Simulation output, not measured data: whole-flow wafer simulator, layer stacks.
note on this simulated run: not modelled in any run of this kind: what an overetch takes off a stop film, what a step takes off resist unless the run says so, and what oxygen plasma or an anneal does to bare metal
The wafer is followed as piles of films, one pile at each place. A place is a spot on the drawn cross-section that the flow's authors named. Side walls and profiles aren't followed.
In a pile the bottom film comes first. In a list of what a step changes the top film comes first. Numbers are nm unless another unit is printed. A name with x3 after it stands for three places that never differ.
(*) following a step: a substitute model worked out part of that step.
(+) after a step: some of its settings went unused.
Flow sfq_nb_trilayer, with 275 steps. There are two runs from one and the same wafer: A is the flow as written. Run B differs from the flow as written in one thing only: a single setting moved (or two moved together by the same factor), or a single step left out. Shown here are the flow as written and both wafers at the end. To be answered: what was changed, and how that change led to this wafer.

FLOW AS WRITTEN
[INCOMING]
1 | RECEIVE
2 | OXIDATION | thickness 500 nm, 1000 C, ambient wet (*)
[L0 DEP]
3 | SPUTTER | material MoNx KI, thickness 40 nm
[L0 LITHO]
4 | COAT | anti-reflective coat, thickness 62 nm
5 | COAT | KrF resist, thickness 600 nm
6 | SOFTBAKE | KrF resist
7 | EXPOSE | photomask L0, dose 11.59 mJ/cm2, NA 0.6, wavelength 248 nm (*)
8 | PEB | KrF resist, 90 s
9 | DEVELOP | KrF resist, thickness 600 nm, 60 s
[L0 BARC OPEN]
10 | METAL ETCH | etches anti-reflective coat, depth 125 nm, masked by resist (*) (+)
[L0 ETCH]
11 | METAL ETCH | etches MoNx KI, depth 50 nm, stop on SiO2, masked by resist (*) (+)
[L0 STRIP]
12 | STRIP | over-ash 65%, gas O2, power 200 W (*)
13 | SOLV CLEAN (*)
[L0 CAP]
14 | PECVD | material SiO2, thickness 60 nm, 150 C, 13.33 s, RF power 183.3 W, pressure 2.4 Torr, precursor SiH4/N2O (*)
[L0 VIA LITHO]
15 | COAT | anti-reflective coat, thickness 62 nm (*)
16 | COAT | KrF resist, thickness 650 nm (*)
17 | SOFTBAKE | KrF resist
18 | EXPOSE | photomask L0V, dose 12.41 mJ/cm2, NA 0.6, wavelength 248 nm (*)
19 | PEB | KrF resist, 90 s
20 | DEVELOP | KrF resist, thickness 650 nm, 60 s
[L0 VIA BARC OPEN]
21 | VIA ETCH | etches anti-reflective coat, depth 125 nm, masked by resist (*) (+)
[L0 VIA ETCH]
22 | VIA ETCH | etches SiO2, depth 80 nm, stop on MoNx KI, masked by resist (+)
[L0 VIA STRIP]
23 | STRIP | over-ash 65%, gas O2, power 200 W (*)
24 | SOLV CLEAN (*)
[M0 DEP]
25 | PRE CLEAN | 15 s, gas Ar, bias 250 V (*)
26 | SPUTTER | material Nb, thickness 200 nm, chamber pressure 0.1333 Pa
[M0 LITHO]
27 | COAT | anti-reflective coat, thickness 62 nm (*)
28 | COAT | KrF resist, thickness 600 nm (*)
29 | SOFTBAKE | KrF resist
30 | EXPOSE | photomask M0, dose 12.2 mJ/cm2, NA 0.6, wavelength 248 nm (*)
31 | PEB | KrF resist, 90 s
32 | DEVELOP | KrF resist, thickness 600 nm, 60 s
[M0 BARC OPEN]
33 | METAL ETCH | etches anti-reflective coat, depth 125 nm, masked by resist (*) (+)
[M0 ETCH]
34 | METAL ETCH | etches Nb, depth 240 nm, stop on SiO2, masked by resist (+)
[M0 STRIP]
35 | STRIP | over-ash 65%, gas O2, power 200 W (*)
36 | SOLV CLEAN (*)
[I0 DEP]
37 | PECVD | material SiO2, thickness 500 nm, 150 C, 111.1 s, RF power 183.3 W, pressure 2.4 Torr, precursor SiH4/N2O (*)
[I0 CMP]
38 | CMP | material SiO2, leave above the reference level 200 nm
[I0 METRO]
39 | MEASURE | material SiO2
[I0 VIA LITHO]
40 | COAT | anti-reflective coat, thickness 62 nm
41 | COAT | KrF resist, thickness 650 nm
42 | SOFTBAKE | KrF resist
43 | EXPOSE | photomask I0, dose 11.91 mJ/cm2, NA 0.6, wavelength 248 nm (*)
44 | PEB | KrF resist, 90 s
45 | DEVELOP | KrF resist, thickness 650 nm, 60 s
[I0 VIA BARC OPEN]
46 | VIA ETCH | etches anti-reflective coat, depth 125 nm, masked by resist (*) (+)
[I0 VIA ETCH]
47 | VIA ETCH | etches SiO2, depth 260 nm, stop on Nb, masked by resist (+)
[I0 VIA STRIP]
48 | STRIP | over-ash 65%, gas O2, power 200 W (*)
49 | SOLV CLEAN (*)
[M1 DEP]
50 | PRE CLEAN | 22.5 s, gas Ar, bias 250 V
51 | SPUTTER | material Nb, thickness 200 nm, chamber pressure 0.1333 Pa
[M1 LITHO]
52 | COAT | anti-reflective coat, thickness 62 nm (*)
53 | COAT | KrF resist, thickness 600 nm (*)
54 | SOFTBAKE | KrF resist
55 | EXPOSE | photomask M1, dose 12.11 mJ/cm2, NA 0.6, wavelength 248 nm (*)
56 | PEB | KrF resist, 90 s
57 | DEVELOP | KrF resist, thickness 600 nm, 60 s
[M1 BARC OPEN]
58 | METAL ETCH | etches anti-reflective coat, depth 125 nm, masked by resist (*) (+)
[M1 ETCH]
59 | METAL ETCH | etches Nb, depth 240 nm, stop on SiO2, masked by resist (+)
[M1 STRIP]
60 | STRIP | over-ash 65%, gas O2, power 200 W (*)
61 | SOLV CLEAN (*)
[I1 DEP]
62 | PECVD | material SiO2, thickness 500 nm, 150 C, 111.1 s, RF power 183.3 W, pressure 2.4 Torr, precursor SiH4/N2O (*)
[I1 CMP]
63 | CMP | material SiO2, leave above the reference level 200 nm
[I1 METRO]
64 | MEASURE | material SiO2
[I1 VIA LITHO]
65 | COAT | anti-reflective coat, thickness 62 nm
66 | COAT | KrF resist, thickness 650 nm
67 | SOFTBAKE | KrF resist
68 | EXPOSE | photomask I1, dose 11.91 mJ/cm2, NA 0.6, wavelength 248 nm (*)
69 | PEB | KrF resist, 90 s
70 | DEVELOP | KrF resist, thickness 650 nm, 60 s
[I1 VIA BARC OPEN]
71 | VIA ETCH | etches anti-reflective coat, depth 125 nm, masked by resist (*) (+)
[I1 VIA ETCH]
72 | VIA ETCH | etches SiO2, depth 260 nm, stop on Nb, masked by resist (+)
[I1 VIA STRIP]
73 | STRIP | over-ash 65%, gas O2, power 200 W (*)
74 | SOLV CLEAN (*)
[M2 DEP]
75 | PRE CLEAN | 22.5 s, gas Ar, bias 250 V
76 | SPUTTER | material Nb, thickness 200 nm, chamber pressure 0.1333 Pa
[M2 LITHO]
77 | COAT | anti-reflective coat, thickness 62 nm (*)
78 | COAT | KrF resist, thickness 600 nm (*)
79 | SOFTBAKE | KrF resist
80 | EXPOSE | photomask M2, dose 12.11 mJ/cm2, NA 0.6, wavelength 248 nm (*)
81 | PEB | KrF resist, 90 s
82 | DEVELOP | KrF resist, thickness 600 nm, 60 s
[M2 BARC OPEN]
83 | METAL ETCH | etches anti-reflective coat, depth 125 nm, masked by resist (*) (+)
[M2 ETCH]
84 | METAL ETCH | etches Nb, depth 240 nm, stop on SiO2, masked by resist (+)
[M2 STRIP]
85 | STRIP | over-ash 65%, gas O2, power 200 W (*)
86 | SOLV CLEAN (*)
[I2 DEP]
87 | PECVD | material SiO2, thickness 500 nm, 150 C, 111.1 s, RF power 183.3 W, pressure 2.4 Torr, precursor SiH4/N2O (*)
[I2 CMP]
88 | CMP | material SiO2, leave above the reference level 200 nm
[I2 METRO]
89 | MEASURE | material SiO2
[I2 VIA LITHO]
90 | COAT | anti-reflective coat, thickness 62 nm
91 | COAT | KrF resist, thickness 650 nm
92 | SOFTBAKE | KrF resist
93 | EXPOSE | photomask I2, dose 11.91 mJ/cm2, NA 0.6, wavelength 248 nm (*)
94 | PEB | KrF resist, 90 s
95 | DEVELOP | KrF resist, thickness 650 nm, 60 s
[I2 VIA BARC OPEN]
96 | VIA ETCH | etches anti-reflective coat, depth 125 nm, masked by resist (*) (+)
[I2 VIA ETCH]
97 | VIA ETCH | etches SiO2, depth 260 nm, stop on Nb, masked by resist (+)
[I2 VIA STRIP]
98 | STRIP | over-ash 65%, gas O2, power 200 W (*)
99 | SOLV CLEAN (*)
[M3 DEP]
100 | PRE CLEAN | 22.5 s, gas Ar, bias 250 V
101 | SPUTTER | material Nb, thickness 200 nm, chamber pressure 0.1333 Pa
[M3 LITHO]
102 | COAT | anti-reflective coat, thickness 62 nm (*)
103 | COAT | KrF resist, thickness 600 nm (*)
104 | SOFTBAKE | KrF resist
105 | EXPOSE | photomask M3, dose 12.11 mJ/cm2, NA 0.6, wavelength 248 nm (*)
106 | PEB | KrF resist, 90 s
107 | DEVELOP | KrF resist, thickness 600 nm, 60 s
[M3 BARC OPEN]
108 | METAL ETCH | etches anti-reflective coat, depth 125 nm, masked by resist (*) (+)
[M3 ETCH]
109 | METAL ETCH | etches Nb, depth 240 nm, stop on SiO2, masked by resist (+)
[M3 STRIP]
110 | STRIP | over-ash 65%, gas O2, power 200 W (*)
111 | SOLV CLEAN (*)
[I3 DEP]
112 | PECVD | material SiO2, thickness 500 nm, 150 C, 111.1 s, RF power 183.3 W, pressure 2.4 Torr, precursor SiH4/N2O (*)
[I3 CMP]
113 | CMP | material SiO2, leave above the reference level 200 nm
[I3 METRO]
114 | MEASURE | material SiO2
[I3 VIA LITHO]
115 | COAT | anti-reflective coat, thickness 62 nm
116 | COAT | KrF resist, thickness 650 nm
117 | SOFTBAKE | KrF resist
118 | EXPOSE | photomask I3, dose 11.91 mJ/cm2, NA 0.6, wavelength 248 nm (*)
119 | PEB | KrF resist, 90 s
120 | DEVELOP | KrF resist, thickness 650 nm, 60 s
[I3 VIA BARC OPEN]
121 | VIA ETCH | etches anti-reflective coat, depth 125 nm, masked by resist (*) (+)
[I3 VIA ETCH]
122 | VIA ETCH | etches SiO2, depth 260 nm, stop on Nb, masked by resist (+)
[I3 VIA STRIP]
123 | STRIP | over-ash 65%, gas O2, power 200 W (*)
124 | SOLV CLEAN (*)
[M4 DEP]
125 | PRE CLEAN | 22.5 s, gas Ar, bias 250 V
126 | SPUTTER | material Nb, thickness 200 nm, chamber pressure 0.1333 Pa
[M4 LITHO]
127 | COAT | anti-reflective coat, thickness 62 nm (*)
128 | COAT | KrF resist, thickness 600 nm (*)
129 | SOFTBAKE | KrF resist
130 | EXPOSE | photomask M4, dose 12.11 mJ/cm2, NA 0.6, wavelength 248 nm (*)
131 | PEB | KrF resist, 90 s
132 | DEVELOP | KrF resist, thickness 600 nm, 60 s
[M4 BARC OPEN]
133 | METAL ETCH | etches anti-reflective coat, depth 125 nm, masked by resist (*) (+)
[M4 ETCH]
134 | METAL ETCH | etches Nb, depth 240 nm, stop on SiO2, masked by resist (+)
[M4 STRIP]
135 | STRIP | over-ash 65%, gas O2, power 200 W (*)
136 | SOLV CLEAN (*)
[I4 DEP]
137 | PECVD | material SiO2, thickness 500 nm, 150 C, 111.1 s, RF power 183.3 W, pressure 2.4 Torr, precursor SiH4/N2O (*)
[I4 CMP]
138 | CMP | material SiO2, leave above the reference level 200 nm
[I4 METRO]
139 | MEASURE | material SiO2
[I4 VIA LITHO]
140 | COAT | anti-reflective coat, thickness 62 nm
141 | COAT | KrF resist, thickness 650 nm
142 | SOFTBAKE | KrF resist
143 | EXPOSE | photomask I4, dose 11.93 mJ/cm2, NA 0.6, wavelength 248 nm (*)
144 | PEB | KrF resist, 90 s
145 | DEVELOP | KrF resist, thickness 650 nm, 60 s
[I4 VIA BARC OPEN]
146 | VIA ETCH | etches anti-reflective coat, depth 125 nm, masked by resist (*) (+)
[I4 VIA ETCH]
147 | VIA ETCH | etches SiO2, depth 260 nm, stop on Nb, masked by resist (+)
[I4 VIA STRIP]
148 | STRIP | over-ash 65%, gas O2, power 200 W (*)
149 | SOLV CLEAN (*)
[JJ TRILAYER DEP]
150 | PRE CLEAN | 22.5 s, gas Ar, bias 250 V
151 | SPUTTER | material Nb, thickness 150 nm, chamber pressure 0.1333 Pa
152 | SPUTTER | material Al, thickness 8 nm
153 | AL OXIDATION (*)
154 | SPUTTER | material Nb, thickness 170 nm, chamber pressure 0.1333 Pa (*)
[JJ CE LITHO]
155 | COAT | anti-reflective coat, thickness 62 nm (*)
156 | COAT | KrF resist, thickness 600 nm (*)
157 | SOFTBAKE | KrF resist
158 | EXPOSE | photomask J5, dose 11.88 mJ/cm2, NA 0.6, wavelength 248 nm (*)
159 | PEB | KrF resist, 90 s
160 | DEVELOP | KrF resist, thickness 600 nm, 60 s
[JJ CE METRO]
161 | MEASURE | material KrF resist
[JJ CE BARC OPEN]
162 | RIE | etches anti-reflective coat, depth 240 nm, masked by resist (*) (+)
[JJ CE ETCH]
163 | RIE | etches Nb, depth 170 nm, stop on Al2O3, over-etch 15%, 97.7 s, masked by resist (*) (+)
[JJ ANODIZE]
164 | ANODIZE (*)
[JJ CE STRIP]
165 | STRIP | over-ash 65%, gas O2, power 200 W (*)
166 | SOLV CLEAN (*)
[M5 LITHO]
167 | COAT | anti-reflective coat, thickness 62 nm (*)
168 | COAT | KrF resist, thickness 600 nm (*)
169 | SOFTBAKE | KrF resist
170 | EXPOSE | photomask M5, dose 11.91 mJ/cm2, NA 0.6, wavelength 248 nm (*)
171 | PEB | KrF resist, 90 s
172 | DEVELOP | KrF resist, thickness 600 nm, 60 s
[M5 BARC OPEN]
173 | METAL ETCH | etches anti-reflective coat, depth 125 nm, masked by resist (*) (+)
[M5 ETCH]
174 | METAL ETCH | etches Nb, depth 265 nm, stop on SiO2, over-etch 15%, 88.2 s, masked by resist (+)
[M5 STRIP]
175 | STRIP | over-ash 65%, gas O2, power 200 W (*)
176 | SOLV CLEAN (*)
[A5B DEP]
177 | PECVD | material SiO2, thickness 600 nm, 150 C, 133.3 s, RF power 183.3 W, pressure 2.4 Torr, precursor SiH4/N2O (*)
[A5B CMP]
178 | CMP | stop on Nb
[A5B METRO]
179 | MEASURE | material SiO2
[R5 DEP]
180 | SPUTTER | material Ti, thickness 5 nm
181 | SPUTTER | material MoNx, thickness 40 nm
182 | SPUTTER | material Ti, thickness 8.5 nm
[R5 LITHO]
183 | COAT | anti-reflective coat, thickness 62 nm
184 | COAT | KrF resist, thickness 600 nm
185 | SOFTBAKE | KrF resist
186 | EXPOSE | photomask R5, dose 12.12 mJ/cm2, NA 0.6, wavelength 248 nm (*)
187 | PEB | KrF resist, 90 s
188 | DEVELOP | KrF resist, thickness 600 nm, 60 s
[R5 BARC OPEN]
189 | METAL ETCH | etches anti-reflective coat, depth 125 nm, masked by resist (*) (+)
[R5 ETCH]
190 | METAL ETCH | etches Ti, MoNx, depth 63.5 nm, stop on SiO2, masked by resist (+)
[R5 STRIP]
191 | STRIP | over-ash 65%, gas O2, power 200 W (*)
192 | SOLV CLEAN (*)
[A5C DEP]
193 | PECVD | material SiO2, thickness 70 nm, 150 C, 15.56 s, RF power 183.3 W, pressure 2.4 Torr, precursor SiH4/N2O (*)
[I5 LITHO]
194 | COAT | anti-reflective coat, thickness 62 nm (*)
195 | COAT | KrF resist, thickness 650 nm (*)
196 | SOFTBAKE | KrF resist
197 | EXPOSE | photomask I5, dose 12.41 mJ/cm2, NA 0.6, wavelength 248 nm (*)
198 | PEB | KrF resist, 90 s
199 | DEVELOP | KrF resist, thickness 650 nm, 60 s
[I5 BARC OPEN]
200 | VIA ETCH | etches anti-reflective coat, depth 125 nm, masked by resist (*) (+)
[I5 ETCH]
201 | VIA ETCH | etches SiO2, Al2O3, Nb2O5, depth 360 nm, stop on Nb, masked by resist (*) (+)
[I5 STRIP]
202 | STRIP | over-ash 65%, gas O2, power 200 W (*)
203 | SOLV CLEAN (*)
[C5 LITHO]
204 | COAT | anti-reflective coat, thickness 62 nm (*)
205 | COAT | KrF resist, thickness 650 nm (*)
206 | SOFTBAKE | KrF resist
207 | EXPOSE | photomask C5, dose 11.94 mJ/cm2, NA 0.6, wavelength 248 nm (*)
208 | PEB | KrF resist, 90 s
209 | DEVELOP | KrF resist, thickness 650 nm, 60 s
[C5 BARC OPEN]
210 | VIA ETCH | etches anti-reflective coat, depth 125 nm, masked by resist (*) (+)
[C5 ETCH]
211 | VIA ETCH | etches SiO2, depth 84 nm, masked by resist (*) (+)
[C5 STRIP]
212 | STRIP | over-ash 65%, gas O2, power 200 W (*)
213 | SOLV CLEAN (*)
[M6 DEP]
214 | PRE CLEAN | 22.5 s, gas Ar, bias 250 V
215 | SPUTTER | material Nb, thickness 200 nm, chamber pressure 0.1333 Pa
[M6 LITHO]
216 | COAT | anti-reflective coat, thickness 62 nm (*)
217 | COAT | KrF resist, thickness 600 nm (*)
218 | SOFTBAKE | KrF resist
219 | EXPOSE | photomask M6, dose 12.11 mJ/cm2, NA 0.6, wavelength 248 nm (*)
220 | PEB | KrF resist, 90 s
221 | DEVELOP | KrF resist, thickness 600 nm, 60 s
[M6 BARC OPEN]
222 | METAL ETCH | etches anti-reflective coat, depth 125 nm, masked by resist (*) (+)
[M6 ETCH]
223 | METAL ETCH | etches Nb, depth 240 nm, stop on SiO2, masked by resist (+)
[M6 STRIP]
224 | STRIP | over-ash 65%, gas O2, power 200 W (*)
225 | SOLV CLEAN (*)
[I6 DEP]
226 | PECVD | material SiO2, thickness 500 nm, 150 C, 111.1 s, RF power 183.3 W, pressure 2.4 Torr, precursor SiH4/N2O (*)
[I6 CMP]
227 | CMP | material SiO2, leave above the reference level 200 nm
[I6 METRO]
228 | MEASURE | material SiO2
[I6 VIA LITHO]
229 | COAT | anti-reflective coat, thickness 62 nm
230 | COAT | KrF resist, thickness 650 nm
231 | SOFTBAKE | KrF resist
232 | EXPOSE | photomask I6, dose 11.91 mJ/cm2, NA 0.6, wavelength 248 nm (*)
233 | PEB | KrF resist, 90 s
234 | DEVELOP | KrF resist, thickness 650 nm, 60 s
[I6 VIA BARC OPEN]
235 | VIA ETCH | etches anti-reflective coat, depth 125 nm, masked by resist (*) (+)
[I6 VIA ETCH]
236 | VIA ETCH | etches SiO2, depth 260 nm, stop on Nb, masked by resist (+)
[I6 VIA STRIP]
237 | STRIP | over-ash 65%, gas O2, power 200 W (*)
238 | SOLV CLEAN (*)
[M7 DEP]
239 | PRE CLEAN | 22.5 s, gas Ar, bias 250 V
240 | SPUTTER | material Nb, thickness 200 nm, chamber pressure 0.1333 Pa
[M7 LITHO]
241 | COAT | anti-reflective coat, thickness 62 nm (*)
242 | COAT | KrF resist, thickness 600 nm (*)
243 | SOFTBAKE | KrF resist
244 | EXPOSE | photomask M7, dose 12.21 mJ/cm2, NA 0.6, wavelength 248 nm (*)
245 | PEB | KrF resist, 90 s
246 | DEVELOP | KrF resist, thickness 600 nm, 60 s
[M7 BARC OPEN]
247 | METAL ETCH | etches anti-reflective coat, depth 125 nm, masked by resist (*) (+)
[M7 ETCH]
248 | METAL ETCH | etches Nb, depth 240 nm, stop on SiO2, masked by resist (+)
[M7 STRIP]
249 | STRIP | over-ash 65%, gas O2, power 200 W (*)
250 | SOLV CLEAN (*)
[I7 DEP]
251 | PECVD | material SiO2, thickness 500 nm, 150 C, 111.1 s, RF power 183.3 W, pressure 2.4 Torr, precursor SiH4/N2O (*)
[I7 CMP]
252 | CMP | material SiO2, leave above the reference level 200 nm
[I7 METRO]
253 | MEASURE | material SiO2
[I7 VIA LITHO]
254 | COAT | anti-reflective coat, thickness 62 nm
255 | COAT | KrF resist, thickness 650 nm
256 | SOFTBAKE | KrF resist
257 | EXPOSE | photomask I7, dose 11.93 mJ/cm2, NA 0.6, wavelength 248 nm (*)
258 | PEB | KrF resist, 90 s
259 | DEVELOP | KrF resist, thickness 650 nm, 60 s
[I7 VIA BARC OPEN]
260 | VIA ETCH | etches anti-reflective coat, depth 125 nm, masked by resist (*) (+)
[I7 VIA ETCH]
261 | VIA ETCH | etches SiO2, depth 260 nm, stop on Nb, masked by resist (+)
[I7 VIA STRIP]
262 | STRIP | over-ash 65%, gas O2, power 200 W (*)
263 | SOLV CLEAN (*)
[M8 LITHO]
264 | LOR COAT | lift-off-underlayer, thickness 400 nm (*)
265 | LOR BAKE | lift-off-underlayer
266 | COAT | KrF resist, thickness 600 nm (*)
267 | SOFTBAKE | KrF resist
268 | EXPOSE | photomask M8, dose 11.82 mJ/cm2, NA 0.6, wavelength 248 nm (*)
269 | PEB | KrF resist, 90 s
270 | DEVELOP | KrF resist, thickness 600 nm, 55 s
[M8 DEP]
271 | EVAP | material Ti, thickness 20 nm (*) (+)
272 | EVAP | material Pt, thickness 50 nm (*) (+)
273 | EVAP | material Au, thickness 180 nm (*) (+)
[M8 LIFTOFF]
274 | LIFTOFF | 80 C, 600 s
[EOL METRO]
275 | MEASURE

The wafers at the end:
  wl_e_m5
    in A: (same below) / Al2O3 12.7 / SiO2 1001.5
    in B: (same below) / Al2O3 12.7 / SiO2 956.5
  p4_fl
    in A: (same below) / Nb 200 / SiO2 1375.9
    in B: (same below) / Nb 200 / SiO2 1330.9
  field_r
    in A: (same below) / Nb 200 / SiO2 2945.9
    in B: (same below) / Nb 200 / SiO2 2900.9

What caused this: step 215, SPUTTER: thickness 155 nm was run, though the flow has thickness 200 nm.

The path from the change to this, step by step:
  215 | SPUTTER | material Nb, thickness 200 nm, chamber pressure 0.1333 Pa
      field_l, v_sur, via_wl and 100 more: A +200 Nb (new film) | B +155 Nb (new film)
      be: A +147.3 Nb | B +114.5 Nb
      (also at 2 further places)
  216 | COAT | anti-reflective coat, thickness 62 nm (*)
      be: A +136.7 anti-reflective coat (new film) | B +132.8 anti-reflective coat (new film)
  223 | METAL ETCH | etches Nb, depth 240 nm, stop on SiO2, masked by resist (+)
      field_l, gap, moat and 76 more: A -200 Nb (all of it) | B -155 Nb (all of it)
      v_sur, via_wl, via_w and 24 more: A -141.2 KrF resist | B -136.8 KrF resist
  224 | STRIP | over-ash 65%, gas O2, power 200 W (*)
      wire: A -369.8 KrF resist (all of it), -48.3 anti-reflective coat (all of it) | B -377.8 KrF resist (all of it), -47.9 anti-reflective coat (all of it)
      be: A -575.8 KrF resist (all of it), -136.7 anti-reflective coat (all of it) | B -577.5 KrF resist (all of it), -132.8 anti-reflective coat (all of it)
      (also at 1 further place)
  226 | PECVD | material SiO2, thickness 500 nm, 150 C, 111.1 s, RF power 183.3 W, pressure 2.4 Torr, precursor SiH4/N2O (*)
      gap, wl_a_sl, m6r_space_l x2: A +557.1 SiO2 | B +512.1 SiO2
      be: A +693.5 SiO2 (new film) | B +676.6 SiO2 (new film)
  227 | CMP | material SiO2, leave above the reference level 200 nm
      field_l, p4_fl, p4_fm and 59 more: A -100 SiO2 | B -145 SiO2
      moat, field_r, lsp_l, ln_m5, lsp_m: A -93.6 SiO2 | B -145 SiO2
      (also at 9 further places)
